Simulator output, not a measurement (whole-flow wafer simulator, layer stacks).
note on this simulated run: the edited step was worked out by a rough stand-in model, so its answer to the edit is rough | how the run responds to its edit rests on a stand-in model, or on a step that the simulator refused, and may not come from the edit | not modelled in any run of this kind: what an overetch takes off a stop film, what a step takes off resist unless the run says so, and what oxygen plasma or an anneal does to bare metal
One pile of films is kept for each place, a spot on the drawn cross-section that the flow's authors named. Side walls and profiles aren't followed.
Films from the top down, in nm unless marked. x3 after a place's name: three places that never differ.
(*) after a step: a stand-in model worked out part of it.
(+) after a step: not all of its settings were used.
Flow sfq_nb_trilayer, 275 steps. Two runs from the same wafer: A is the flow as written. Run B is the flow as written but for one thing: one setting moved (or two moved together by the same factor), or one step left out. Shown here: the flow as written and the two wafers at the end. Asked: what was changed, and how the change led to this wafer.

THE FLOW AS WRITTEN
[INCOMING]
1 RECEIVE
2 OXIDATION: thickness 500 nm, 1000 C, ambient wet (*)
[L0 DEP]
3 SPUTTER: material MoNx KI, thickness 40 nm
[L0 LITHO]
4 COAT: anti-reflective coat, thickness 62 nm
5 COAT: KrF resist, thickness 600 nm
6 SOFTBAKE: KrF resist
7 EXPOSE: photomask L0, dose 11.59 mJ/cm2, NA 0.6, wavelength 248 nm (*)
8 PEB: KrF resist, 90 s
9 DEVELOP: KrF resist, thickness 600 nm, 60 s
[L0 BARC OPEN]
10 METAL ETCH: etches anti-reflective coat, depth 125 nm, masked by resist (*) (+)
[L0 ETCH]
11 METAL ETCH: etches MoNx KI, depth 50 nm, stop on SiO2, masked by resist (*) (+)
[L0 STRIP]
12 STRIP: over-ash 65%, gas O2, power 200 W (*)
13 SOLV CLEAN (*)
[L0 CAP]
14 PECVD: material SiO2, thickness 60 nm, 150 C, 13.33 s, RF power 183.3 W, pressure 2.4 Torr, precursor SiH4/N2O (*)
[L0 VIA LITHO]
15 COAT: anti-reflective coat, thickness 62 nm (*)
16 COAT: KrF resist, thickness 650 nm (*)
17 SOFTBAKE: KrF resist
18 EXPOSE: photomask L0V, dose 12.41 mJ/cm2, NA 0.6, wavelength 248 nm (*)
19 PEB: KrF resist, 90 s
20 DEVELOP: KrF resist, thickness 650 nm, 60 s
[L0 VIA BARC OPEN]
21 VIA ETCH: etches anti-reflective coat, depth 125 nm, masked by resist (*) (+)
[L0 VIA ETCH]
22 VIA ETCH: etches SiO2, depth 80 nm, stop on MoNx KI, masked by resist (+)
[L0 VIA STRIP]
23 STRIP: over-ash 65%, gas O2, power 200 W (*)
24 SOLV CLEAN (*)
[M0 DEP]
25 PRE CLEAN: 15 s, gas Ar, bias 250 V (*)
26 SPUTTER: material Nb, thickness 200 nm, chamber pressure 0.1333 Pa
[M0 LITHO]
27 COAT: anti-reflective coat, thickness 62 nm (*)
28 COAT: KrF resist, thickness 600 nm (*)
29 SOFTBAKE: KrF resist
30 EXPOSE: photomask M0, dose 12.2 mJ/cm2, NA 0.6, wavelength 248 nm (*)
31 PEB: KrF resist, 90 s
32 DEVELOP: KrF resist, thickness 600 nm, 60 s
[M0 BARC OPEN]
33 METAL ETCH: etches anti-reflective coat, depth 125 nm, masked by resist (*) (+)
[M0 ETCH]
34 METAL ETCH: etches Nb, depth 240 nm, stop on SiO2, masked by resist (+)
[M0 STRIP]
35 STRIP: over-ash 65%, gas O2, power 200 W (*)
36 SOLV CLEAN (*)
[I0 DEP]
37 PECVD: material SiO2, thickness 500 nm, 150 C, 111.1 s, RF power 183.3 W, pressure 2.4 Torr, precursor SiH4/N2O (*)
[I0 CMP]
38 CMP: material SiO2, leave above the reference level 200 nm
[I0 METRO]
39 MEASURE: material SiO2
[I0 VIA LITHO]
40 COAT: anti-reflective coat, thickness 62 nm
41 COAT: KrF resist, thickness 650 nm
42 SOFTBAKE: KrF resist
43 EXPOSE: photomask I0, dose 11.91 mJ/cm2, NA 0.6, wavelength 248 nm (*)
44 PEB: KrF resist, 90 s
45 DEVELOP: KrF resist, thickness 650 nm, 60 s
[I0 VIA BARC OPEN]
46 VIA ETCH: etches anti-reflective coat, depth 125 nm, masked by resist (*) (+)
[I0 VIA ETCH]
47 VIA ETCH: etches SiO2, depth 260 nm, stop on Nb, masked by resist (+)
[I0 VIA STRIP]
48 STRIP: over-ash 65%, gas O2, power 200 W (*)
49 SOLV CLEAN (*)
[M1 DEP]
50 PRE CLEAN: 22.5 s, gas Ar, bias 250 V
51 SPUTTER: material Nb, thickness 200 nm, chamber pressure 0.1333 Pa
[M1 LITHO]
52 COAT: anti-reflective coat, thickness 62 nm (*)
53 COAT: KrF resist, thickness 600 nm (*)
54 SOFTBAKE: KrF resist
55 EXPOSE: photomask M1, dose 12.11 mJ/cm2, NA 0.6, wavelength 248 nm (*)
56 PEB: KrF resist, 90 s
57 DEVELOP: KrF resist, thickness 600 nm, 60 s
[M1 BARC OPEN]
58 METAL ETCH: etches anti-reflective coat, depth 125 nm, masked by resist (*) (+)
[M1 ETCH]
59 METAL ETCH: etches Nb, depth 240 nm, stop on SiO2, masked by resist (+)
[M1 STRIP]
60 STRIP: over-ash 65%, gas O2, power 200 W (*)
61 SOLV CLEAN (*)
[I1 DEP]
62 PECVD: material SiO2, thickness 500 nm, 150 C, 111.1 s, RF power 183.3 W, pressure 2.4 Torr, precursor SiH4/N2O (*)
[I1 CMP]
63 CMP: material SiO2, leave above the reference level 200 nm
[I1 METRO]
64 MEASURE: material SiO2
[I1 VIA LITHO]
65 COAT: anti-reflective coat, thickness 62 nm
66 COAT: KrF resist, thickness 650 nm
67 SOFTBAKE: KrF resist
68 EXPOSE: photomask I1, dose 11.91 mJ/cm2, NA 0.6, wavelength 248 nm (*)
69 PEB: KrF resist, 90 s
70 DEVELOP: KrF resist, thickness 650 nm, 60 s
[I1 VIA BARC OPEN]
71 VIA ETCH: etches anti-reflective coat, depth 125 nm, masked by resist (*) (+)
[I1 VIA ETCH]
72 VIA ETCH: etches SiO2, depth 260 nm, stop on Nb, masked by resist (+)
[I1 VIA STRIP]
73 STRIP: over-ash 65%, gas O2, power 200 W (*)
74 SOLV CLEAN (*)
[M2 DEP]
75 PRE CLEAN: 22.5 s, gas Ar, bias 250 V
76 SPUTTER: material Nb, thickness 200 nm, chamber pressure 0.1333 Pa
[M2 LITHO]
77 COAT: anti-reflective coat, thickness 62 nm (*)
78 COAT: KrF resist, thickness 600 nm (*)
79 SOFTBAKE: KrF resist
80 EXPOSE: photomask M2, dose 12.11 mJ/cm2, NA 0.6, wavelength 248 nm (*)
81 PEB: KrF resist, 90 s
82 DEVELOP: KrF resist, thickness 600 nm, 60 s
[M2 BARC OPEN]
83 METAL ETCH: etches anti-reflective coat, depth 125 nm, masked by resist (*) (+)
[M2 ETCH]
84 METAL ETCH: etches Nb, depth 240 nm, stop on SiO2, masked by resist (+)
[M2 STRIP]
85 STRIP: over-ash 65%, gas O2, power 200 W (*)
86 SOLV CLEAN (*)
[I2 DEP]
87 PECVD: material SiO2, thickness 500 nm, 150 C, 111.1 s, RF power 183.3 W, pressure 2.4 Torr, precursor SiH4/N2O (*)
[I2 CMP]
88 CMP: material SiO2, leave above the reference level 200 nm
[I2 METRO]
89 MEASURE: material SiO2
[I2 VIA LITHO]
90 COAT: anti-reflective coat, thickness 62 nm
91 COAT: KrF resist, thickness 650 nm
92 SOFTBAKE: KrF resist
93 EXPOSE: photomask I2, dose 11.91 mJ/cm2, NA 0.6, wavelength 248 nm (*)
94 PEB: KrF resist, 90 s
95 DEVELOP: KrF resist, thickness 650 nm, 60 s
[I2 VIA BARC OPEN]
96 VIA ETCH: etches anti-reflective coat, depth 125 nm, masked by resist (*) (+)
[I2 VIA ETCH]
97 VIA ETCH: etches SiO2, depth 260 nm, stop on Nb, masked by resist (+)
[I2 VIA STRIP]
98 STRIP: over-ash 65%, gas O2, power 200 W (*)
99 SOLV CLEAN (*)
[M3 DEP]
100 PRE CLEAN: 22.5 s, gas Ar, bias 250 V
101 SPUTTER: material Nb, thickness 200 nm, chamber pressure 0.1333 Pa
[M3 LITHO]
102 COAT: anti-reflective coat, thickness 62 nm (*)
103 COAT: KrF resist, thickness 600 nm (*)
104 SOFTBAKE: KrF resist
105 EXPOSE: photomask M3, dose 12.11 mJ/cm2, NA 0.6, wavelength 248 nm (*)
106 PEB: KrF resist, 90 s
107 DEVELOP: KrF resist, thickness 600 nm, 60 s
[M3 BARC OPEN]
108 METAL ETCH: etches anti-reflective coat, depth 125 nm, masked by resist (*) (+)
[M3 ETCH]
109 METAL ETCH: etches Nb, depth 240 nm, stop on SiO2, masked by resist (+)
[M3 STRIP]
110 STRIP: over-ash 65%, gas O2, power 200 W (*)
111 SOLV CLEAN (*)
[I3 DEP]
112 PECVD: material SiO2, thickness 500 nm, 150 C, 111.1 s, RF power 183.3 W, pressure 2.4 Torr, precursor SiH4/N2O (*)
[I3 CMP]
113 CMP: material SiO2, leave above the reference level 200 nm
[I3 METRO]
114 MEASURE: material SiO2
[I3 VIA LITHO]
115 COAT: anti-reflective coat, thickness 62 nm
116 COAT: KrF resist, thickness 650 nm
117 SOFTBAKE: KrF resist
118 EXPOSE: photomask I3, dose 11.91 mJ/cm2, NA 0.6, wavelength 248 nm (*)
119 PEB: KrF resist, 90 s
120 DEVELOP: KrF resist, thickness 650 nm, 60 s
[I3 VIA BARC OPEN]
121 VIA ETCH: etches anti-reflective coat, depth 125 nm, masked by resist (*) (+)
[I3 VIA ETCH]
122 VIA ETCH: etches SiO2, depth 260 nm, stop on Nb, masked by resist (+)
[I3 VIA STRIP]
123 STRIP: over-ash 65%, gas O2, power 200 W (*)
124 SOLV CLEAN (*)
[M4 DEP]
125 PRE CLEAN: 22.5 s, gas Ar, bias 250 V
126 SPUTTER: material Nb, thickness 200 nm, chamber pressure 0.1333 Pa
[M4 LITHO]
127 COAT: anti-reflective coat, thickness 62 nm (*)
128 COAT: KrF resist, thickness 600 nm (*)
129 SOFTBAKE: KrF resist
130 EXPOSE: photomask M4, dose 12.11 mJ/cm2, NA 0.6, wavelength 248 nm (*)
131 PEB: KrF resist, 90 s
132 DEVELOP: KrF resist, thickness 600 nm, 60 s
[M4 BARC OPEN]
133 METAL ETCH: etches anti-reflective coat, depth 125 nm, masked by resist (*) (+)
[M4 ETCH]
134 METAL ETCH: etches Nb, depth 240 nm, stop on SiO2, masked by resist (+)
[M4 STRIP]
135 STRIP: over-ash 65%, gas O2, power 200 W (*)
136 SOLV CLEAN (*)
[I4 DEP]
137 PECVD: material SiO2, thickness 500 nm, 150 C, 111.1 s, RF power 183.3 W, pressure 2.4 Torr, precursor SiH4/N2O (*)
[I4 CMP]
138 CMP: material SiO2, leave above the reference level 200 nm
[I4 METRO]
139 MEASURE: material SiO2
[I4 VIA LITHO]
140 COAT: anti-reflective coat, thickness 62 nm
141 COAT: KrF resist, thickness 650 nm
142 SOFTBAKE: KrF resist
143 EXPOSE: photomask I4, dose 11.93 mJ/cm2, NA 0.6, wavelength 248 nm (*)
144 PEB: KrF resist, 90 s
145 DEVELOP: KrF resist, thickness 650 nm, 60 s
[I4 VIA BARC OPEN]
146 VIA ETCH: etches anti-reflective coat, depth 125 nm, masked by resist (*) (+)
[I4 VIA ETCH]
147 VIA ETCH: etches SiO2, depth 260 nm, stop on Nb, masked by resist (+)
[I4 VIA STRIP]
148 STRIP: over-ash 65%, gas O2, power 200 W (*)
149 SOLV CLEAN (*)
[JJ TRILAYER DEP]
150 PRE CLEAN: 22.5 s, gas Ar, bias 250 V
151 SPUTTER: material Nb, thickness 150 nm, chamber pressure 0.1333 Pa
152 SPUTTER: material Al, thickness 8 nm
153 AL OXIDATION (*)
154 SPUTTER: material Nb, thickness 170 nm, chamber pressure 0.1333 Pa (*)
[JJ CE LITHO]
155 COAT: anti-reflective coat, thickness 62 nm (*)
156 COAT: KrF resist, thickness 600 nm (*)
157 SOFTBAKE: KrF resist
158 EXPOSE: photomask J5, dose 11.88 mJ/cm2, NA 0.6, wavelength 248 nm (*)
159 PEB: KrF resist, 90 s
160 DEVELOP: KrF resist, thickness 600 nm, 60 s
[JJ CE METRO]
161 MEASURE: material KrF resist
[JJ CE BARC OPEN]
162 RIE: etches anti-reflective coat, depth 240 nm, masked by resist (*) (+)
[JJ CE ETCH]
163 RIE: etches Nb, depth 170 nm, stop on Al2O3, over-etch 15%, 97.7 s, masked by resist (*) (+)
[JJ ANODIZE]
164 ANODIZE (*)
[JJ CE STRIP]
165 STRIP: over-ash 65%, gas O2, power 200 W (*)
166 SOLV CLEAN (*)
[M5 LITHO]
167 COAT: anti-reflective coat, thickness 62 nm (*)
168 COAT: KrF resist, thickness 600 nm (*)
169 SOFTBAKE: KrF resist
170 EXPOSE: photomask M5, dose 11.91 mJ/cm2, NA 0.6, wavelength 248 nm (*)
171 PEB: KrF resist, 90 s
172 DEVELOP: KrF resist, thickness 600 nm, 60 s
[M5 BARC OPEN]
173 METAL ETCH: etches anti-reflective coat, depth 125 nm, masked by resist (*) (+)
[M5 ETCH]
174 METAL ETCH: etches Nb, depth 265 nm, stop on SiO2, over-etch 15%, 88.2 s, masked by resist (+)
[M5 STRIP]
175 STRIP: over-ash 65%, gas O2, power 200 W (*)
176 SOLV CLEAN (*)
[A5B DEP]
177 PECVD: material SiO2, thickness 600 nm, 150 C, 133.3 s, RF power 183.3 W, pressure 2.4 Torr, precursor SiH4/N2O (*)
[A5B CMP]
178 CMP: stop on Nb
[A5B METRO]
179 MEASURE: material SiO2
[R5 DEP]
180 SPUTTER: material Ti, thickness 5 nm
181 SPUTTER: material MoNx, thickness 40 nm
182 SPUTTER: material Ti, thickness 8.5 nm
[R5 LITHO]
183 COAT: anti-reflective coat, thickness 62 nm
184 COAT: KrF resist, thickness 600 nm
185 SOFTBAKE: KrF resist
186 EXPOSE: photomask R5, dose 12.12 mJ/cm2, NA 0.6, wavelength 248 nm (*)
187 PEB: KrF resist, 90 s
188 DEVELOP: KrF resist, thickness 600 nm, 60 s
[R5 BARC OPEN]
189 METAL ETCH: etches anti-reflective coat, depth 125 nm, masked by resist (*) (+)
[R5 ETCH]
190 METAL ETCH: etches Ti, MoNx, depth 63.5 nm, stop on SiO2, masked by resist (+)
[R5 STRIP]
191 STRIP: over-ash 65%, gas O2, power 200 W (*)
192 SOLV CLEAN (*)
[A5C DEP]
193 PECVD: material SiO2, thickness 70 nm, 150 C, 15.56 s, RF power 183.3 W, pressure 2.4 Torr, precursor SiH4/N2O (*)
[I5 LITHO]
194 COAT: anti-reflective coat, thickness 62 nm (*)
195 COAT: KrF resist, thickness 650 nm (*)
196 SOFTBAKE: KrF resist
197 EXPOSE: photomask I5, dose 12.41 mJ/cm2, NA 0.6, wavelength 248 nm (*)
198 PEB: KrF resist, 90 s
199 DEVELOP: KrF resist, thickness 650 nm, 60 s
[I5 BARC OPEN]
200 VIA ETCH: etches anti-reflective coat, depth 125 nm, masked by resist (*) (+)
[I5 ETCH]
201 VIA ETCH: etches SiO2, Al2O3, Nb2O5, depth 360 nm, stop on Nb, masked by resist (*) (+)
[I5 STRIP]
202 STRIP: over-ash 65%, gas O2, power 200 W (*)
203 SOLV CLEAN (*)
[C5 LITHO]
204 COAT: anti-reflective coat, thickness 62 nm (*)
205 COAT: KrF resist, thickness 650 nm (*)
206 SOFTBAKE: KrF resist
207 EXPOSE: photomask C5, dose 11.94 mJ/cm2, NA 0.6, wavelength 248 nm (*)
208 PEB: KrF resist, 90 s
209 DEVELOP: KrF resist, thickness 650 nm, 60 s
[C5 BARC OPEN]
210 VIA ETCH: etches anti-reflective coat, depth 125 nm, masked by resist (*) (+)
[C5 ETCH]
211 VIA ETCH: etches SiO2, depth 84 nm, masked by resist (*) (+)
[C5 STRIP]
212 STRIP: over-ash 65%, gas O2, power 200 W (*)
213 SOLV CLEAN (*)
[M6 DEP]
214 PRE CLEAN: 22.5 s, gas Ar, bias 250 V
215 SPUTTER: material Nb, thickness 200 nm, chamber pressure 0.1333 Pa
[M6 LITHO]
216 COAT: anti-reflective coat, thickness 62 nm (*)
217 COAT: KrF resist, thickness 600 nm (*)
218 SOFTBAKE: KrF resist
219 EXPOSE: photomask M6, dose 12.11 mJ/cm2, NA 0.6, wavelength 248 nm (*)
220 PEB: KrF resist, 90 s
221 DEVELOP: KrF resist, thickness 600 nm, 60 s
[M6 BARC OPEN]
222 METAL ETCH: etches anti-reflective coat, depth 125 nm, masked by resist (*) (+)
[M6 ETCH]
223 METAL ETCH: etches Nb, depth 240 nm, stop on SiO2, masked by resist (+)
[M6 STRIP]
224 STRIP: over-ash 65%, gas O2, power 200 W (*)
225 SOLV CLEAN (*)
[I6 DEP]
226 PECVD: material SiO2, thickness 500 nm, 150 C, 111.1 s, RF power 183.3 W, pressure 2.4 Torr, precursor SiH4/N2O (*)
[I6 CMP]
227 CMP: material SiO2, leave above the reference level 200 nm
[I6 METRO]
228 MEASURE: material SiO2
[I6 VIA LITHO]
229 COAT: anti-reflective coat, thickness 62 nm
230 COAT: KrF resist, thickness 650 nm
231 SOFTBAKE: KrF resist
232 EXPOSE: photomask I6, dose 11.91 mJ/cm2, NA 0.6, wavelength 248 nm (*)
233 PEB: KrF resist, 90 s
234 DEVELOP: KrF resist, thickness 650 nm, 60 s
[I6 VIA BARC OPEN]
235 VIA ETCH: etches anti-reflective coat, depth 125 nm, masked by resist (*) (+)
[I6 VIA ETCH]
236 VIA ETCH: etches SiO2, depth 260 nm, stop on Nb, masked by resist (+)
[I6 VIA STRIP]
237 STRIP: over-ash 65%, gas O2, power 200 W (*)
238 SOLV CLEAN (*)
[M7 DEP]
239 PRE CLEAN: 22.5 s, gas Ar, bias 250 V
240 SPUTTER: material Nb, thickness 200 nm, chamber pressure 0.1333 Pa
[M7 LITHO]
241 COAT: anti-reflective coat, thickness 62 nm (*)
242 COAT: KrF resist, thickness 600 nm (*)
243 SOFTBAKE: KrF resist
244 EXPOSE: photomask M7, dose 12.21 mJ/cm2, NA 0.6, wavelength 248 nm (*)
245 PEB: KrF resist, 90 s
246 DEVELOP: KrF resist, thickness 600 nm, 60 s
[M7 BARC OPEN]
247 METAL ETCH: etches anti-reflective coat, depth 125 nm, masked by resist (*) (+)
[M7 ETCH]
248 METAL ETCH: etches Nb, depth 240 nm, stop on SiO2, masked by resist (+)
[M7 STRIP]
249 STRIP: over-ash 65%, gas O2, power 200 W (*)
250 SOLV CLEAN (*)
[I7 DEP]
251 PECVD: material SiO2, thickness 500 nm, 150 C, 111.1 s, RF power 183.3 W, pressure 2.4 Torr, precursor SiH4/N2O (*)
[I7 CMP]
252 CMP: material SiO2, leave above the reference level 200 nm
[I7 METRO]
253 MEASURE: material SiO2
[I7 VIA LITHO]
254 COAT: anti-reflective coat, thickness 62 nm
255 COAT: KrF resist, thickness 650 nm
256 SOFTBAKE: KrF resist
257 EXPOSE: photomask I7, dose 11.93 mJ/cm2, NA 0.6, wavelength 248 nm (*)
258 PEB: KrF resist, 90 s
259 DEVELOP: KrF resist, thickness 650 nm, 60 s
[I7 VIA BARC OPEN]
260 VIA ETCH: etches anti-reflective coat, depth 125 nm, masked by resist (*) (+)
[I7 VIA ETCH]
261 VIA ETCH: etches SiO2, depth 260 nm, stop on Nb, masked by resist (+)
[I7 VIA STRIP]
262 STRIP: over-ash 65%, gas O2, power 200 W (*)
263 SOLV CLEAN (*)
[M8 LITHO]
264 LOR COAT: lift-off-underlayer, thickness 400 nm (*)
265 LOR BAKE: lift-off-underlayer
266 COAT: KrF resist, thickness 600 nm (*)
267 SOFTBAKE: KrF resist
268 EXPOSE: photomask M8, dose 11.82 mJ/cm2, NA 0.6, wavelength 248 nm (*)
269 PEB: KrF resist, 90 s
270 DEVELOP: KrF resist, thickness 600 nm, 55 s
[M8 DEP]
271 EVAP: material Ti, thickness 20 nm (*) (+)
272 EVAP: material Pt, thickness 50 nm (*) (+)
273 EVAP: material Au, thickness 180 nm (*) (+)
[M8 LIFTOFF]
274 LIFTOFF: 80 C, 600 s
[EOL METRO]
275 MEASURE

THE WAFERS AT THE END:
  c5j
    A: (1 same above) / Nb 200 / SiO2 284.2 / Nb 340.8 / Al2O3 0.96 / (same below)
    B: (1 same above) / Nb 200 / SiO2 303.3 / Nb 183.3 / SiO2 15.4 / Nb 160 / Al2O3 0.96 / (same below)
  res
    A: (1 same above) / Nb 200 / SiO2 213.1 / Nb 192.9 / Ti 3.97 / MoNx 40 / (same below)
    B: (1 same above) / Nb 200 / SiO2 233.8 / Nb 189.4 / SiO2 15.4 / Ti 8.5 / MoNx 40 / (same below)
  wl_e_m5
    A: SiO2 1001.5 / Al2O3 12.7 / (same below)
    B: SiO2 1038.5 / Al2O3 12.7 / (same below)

The cause: step 193, PECVD: thickness 107 nm was run, where the flow has thickness 70 nm; step 193, PECVD: 23.8 s was run, where the flow has 15.56 s.

How the change led to this, step by step:
  193 PECVD: material SiO2, thickness 70 nm, 150 C, 15.56 s, RF power 183.3 W, pressure 2.4 Torr, precursor SiH4/N2O (*)
      field_l, v_sur, via_wl and 92 more: A SiO2 +70 | B SiO2 +107
      ce_l, c5j, ce_r and 8 more: A SiO2 +70 (new film) | B SiO2 +107 (new film)
  201 VIA ETCH: etches SiO2, Al2O3, Nb2O5, depth 360 nm, stop on Nb, masked by resist (*) (+)
      be: A SiO2 -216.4 (all of it), Al2O3 -12.7 (all of it), Nb2O5 -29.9 (all of it) | B SiO2 -253.4 (all of it), Al2O3 -12.7 (all of it), Nb2O5 -29.9 (all of it)
  204 COAT: anti-reflective coat, thickness 62 nm (*)
      wire: A anti-reflective coat +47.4 (new film) | B anti-reflective coat +46.2 (new film)
      be: A anti-reflective coat +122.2 (new film) | B anti-reflective coat +127.7 (new film)
      (and at 1 more place)
  205 COAT: KrF resist, thickness 650 nm (*)
      be: A KrF resist +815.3 (new film) | B KrF resist +841.7 (new film)
  211 VIA ETCH: etches SiO2, depth 84 nm, masked by resist (*) (+)
      c5j: A SiO2 -69.9 (all of it), Nb -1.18 | B SiO2 -84
      res: A SiO2 -69.9 (all of it) | B SiO2 -84
  212 STRIP: over-ash 65%, gas O2, power 200 W (*)
      wire: A KrF resist -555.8 (all of it), anti-reflective coat -47.4 (all of it) | B KrF resist -553.8 (all of it), anti-reflective coat -46.2 (all of it)
      be: A KrF resist -728.2 (all of it), anti-reflective coat -122.2 (all of it) | B KrF resist -754.6 (all of it), anti-reflective coat -127.7 (all of it)
      (and at 1 more place)
  214 PRE CLEAN: 22.5 s, gas Ar, bias 250 V
      c5j: A Nb -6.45 | B SiO2 -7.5
      res: A Ti -4.53 | B SiO2 -7.5
  215 SPUTTER: material Nb, thickness 200 nm, chamber pressure 0.1333 Pa
      c5j: A Nb +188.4 | B Nb +183.3 (new film)
      be: A Nb +147.3 | B Nb +139.2
  216 COAT: anti-reflective coat, thickness 62 nm (*)
      wire: A anti-reflective coat +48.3 (new film) | B anti-reflective coat +47.1 (new film)
      be: A anti-reflective coat +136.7 (new film) | B anti-reflective coat +143.3 (new film)
      (and at 6 more places)
  217 COAT: KrF resist, thickness 600 nm (*)
      be: A KrF resist +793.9 (new film) | B KrF resist +832.9 (new film)
  224 STRIP: over-ash 65%, gas O2, power 200 W (*)
      wire: A KrF resist -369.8 (all of it), anti-reflective coat -48.3 (all of it) | B KrF resist -371 (all of it), anti-reflective coat -47.1 (all of it)
      be: A KrF resist -575.8 (all of it), anti-reflective coat -136.7 (all of it) | B KrF resist -614.7 (all of it), anti-reflective coat -143.3 (all of it)
      (and at 6 more places)
  226 PECVD: material SiO2, thickness 500 nm, 150 C, 111.1 s, RF power 183.3 W, pressure 2.4 Torr, precursor SiH4/N2O (*)
      be: A SiO2 +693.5 (new film) | B SiO2 +291.8 (new film), void +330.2 (new film), SiO2 +233.9 (new film)
      c5j: A SiO2 +514.7 (new film) | B SiO2 +533.8 (new film)
  227 CMP: material SiO2, leave above the reference level 200 nm
      be: A SiO2 -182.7 | B SiO2 -291.8 (all of it), void -330.2 (all of it)
      res: A SiO2 -279.4 | B SiO2 -258.7
  229 COAT: anti-reflective coat, thickness 62 nm
      via_v, jj_sur: A anti-reflective coat +62 (new film) | B anti-reflective coat +60.2 (new film)
      via_sp: A anti-reflective coat +62 (new film) | B anti-reflective coat +60.6 (new film)
      (and at 6 more places)
  230 COAT: KrF resist, thickness 650 nm
      be: A KrF resist +650 (new film) | B KrF resist +859.6 (new film)
      gap: A KrF resist +650 (new film) | B KrF resist +636.1 (new film)
  233 PEB: KrF resist, 90 s
      be: A KrF resist -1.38 | B KrF resist -1.91
  ... 15 more steps ...
  274 LIFTOFF: 80 C, 600 s
      be: A Au -180 (all of it), Pt -50 (all of it), Ti -20 (all of it), KrF resist -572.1 (all of it), lift-off-underlayer -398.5 (all of it) | B Au -180 (all of it), Pt -50 (all of it), Ti -20 (all of it), KrF resist -600.5 (all of it), lift-off-underlayer -598.3 (all of it)
      be_sur: A Au -180 (all of it), Pt -50 (all of it), Ti -20 (all of it), KrF resist -572.6 (all of it), lift-off-underlayer -398.9 (all of it) | B Au -180 (all of it), Pt -50 (all of it), Ti -20 (all of it), KrF resist -582.7 (all of it), lift-off-underlayer -376.4 (all of it)
Counting metal films that touch as one body, c5j has 5 bodies (between them, from the top down: SiO2 303.3; SiO2 15.4; Al2O3 0.96; SiO2 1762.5); the flow as written gives 4 bodies (between them, from the top down: SiO2 284.2; Al2O3 0.96; SiO2 1762.5).
Counting metal films that touch as one body, res has 4 bodies (between them, from the top down: SiO2 233.8; SiO2 15.4; SiO2 2090.9); the flow as written gives 3 bodies (between them, from the top down: SiO2 213.1; SiO2 2090.9).
